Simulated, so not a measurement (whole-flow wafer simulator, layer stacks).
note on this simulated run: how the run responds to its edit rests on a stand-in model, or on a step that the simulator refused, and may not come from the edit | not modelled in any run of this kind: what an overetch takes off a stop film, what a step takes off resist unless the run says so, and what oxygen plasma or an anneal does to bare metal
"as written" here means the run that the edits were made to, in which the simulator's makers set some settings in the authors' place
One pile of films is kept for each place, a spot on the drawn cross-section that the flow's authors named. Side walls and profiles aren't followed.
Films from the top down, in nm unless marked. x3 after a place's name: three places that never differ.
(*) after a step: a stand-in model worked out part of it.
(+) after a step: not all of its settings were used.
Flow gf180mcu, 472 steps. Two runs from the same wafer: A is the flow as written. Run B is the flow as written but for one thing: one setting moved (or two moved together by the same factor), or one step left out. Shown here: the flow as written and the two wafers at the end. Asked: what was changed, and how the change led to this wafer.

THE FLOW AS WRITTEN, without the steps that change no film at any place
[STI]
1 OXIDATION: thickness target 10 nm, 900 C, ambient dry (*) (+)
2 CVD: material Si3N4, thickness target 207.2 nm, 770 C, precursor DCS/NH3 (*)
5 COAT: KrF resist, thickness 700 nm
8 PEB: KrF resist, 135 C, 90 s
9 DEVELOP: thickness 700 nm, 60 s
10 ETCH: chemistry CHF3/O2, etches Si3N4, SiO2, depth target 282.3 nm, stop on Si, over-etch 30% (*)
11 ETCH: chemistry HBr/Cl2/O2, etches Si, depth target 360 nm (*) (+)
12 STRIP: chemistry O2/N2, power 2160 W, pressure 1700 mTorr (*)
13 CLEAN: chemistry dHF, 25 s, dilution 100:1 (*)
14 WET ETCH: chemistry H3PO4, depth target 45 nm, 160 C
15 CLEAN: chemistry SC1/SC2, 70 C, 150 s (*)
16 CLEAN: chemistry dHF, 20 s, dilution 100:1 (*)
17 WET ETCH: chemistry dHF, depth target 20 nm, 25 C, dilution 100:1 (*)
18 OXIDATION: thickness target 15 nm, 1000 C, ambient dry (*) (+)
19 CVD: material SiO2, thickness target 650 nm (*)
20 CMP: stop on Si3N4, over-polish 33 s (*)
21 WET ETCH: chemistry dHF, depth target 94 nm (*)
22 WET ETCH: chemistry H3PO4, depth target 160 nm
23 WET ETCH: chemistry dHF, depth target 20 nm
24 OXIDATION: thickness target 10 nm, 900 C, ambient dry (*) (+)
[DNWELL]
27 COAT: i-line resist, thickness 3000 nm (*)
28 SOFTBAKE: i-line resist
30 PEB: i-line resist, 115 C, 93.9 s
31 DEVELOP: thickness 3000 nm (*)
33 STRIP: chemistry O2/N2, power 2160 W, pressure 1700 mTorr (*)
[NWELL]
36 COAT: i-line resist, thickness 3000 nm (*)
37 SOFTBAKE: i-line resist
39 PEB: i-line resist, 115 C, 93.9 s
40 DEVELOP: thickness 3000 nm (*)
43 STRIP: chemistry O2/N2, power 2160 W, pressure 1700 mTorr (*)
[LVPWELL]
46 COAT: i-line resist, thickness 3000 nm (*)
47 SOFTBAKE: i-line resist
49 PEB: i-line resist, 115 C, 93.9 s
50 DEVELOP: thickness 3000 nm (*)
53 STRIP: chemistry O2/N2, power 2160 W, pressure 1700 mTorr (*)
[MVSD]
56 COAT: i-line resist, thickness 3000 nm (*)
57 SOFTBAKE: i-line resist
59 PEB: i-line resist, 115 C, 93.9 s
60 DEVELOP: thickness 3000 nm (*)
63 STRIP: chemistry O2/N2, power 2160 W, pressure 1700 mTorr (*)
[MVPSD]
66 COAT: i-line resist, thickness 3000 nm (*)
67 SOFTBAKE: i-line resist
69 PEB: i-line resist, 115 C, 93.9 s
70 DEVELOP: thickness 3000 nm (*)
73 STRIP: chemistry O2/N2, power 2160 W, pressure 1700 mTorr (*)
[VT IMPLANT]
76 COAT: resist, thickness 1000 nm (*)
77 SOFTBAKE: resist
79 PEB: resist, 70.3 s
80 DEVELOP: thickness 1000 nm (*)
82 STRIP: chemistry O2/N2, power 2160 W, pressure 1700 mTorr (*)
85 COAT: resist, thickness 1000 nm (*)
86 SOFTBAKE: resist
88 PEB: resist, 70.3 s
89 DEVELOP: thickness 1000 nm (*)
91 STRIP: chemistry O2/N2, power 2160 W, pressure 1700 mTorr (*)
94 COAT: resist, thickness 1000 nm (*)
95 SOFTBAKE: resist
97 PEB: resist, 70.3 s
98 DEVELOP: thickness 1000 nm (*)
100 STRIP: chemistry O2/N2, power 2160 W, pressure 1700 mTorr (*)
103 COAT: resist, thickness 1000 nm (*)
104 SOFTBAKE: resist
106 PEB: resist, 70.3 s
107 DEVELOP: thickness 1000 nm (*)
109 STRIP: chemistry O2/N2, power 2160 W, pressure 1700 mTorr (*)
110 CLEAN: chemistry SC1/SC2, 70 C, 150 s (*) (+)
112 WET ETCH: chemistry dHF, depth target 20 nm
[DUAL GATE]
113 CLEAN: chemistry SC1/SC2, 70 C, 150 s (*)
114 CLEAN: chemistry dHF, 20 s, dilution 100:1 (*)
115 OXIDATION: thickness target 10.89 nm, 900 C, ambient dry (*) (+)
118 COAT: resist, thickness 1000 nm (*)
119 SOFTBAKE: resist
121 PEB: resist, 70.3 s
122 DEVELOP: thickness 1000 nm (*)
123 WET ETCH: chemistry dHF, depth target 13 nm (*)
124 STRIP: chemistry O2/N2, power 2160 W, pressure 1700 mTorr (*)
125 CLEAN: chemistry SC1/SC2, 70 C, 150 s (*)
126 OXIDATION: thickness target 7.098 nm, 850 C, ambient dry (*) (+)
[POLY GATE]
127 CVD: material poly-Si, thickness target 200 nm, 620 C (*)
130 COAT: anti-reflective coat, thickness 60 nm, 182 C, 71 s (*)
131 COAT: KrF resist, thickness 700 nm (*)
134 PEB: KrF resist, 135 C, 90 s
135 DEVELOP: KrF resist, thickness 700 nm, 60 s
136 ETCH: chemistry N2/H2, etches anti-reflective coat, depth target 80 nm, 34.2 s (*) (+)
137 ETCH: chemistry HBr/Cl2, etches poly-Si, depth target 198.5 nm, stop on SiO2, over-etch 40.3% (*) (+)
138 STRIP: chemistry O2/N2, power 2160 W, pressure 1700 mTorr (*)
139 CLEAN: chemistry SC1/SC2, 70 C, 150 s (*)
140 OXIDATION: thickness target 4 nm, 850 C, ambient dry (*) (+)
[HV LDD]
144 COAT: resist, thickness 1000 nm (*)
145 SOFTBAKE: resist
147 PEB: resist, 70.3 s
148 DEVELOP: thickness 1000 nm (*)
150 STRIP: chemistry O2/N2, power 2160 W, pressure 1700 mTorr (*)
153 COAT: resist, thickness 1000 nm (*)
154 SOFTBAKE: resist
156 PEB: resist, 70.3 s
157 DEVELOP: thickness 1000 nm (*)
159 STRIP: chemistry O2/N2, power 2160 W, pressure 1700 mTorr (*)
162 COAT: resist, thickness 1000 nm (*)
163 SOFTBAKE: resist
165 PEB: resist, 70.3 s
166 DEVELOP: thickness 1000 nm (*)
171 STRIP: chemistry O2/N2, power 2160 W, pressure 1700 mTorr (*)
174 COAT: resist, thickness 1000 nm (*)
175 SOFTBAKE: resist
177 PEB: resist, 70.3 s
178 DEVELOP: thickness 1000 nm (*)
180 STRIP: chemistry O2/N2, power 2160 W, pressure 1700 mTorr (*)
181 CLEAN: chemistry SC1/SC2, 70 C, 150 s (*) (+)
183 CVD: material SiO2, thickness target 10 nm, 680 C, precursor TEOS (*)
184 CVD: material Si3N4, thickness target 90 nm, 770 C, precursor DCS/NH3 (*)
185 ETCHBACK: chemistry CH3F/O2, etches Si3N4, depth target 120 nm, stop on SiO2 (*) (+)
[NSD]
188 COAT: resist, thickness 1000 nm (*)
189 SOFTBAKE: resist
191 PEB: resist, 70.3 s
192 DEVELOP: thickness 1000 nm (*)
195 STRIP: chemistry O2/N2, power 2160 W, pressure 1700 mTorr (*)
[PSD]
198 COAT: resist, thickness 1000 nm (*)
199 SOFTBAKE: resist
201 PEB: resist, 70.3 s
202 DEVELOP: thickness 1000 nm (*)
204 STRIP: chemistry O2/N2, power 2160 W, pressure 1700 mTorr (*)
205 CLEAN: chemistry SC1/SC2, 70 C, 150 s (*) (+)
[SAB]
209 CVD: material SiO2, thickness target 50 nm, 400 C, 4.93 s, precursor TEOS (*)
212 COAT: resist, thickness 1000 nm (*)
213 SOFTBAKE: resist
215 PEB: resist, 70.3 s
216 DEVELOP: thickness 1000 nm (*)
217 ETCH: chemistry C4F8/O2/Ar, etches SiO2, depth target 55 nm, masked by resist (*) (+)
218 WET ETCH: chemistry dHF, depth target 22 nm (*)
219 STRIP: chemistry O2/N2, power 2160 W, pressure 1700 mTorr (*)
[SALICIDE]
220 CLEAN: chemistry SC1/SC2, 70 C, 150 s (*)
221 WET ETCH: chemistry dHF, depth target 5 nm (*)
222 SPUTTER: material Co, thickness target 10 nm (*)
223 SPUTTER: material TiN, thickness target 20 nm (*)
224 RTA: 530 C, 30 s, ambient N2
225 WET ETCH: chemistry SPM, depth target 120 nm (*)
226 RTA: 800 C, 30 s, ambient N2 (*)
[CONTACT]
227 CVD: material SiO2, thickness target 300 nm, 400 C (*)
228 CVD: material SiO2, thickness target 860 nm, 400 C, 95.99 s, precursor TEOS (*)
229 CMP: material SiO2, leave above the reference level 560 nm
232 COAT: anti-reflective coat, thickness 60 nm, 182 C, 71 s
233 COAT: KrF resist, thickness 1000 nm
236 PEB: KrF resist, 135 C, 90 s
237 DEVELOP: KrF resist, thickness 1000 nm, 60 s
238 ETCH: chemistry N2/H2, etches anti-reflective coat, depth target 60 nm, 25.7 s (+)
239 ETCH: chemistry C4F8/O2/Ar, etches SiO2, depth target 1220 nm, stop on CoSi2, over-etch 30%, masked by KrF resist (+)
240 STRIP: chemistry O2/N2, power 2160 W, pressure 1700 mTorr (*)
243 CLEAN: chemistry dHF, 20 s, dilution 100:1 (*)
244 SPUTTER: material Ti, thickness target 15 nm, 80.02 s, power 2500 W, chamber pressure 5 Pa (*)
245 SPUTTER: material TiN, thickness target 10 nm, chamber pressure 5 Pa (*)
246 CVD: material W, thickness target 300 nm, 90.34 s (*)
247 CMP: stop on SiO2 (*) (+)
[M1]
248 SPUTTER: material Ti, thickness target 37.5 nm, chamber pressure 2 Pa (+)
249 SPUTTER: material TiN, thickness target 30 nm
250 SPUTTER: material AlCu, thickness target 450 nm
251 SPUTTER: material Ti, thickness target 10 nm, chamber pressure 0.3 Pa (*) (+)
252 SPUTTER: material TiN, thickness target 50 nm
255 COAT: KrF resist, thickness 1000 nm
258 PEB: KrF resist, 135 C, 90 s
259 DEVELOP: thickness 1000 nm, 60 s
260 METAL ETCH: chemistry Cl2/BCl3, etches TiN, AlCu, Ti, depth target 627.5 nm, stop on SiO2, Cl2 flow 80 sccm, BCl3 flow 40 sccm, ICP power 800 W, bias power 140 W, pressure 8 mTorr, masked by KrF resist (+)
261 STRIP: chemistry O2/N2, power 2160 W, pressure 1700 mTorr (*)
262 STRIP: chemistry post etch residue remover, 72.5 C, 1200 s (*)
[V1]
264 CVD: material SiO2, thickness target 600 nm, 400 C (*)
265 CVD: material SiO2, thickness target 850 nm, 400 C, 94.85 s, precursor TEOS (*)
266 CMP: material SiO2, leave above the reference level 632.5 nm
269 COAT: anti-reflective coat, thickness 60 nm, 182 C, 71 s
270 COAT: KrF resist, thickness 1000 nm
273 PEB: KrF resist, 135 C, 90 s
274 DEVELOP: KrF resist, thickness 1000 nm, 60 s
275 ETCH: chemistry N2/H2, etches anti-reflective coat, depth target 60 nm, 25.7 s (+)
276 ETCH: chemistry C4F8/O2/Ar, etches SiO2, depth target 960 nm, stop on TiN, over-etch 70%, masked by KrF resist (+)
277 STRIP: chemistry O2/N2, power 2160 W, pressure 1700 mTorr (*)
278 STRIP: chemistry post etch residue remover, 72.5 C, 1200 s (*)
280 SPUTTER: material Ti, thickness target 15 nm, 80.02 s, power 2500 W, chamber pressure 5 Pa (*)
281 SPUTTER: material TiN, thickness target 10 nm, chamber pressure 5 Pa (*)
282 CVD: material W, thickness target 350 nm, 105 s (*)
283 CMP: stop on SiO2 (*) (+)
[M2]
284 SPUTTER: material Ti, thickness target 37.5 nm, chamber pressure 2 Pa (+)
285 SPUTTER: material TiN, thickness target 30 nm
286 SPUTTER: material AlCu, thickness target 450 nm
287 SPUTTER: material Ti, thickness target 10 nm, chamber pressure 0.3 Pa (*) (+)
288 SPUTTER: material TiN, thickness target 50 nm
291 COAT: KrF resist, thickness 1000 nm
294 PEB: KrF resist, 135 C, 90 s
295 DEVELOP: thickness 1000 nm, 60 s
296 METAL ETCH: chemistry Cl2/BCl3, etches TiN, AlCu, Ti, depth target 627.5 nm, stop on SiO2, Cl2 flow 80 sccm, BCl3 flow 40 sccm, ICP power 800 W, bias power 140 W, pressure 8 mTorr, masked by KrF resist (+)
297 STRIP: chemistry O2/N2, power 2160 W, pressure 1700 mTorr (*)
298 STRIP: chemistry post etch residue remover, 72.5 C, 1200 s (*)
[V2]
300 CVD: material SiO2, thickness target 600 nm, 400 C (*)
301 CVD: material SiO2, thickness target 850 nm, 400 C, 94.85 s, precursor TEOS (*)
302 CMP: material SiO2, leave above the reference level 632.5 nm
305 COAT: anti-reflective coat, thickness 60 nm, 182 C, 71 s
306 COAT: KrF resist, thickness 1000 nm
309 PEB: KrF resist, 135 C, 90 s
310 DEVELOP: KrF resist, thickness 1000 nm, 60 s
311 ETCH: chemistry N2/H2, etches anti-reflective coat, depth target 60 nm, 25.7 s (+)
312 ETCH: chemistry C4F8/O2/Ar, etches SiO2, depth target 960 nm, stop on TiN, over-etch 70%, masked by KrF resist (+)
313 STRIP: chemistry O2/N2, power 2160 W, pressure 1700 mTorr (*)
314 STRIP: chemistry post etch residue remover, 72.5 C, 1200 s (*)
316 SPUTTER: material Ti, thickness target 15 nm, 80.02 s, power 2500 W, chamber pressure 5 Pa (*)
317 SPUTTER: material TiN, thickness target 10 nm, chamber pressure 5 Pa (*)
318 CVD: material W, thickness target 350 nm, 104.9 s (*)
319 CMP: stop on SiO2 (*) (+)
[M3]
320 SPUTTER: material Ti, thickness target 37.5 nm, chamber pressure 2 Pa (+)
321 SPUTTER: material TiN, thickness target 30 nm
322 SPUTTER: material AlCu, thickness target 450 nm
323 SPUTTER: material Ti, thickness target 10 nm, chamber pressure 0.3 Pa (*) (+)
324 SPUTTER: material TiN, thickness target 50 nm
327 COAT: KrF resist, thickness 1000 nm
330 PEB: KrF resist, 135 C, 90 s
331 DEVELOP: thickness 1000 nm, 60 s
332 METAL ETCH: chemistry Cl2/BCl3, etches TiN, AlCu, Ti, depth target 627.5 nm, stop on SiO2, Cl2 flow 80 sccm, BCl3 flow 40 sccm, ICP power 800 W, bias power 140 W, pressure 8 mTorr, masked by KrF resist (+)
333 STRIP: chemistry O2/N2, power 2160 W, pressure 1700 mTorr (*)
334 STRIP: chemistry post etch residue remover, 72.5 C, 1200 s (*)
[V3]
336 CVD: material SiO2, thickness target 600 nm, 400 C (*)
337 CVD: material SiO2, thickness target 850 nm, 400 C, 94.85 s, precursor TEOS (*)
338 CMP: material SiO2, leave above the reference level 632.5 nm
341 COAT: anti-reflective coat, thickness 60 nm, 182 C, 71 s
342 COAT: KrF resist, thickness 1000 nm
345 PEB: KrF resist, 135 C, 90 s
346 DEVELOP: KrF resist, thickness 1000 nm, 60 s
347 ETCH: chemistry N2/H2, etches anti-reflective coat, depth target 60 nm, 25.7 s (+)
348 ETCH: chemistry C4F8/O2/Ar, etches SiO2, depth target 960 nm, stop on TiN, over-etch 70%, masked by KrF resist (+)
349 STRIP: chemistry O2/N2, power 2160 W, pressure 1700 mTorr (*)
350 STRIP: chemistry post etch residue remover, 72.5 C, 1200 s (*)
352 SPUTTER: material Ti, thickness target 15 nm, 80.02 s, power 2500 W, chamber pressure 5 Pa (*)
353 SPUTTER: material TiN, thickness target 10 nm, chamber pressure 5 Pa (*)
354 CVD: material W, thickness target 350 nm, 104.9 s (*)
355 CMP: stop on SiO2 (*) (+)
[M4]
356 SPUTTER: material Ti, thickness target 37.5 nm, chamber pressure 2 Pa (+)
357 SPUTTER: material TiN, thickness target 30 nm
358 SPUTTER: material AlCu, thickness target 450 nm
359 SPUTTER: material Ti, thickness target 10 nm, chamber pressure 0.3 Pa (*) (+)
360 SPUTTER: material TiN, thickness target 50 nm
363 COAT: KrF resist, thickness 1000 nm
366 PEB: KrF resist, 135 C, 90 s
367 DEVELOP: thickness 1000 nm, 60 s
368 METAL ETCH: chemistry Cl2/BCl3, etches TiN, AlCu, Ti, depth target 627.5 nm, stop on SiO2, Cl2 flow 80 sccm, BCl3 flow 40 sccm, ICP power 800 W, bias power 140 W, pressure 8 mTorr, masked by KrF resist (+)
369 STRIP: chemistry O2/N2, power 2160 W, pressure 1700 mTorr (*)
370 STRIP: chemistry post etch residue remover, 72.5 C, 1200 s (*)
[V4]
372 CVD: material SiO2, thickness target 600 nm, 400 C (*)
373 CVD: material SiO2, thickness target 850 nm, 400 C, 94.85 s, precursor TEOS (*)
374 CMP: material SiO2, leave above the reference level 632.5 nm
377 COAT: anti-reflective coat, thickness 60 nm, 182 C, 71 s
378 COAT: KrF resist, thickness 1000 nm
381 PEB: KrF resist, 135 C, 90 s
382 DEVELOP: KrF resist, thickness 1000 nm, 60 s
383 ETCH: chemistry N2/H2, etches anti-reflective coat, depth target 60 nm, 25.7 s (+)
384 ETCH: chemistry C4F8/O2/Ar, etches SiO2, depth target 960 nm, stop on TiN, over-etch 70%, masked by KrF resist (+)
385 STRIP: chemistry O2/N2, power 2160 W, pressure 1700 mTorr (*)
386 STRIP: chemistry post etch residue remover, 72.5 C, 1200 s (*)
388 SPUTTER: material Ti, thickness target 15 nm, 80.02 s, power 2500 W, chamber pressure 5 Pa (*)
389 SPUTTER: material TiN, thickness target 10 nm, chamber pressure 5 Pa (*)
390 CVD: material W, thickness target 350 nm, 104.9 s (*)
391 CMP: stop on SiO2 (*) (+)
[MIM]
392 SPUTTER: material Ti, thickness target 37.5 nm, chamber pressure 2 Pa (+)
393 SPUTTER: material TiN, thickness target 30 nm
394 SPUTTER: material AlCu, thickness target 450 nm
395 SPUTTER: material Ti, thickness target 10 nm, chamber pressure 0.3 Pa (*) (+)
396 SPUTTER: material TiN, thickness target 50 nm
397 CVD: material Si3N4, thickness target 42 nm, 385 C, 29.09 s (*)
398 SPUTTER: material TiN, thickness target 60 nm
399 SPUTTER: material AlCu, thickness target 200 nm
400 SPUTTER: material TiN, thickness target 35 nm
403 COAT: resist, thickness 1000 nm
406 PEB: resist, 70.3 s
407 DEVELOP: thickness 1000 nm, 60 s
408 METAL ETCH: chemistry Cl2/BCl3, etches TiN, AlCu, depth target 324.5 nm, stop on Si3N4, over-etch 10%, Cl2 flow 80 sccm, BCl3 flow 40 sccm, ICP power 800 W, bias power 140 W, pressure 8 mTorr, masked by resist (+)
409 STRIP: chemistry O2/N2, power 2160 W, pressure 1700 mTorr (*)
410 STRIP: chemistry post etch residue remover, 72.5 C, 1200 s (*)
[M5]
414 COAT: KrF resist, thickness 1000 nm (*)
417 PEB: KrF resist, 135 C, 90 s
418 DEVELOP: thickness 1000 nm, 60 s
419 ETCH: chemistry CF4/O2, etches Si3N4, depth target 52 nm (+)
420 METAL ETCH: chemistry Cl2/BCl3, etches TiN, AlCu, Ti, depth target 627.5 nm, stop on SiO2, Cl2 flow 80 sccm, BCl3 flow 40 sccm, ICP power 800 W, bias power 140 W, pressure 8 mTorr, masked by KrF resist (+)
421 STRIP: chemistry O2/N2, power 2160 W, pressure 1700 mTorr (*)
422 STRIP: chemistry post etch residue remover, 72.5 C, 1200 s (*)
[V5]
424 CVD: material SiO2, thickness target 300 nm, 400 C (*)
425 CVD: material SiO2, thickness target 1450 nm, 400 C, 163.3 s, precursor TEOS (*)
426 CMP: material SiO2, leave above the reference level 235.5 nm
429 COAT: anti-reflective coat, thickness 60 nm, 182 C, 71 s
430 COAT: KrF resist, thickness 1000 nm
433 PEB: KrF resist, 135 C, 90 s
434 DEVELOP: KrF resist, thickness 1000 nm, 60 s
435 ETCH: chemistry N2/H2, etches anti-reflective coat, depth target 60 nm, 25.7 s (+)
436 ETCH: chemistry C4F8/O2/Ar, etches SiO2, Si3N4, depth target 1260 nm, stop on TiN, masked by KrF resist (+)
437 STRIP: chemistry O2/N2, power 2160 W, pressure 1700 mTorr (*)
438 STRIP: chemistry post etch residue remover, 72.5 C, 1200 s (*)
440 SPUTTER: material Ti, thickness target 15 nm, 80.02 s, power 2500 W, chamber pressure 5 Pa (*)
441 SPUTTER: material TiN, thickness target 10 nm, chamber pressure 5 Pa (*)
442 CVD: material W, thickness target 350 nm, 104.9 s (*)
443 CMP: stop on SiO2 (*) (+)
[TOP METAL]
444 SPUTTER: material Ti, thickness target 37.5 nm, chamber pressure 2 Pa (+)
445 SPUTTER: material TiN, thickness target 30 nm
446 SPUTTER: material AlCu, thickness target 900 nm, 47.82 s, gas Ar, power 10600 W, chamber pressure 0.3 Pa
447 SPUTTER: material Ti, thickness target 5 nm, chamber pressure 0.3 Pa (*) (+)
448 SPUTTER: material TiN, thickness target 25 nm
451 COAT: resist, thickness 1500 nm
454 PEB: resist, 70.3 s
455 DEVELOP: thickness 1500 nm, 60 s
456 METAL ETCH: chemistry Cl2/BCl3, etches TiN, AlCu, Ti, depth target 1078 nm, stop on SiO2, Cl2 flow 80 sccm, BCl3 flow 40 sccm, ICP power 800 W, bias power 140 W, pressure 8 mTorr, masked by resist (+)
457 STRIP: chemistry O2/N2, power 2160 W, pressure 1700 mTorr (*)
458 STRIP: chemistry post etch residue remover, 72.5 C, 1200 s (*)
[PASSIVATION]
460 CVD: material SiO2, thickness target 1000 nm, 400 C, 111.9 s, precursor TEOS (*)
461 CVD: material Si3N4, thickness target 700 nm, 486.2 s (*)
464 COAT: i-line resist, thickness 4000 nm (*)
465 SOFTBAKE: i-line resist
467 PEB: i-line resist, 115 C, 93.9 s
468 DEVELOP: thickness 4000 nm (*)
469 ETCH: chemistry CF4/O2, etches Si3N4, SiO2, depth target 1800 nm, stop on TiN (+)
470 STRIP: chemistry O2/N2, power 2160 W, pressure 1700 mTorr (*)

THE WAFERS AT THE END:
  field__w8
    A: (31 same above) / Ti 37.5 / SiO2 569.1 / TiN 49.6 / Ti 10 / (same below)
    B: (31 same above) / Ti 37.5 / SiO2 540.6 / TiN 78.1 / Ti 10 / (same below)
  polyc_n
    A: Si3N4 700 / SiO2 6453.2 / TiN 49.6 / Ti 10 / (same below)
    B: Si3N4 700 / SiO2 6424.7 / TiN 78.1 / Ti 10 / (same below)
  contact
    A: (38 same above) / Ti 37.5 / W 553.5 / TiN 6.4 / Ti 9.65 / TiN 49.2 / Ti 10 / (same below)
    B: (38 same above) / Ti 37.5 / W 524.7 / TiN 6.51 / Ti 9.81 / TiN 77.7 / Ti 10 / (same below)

The cause: step 252, SPUTTER: thickness target 78.5 nm was run, where the flow has thickness target 50 nm.

How the change led to this, step by step:
  252 SPUTTER: material TiN, thickness target 50 nm
      field, field__w1, field__w2 and 108 more: A TiN +50 (new film) | B TiN +78.5 (new film)
  260 METAL ETCH: chemistry Cl2/BCl3, etches TiN, AlCu, Ti, depth target 627.5 nm, stop on SiO2, Cl2 flow 80 sccm, BCl3 flow 40 sccm, ICP power 800 W, bias power 140 W, pressure 8 mTorr, masked by KrF resist (+)
      field, field__w1, field__w2 and 99 more: A TiN -50 (all of it), Ti -10 (all of it), AlCu -450 (all of it), TiN -30 (all of it), Ti -37.5 (all of it) | B TiN -78.5 (all of it), Ti -10 (all of it), AlCu -450 (all of it), TiN -30 (all of it), Ti -37.5 (all of it)
  266 CMP: material SiO2, leave above the reference level 632.5 nm
      field__w8, contact, m1 and 6 more: A SiO2 -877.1 | B SiO2 -905.6
  276 ETCH: chemistry C4F8/O2/Ar, etches SiO2, depth target 960 nm, stop on TiN, over-etch 70%, masked by KrF resist (+)
      field, field__w1, field__w2 and 107 more: A KrF resist -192 | B KrF resist -184.9
      contact: A SiO2 -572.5 (all of it) | B SiO2 -544 (all of it)
  282 CVD: material W, thickness target 350 nm, 105 s (*)
      contact: A W +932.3 (new film) | B W +903.5 (new film)
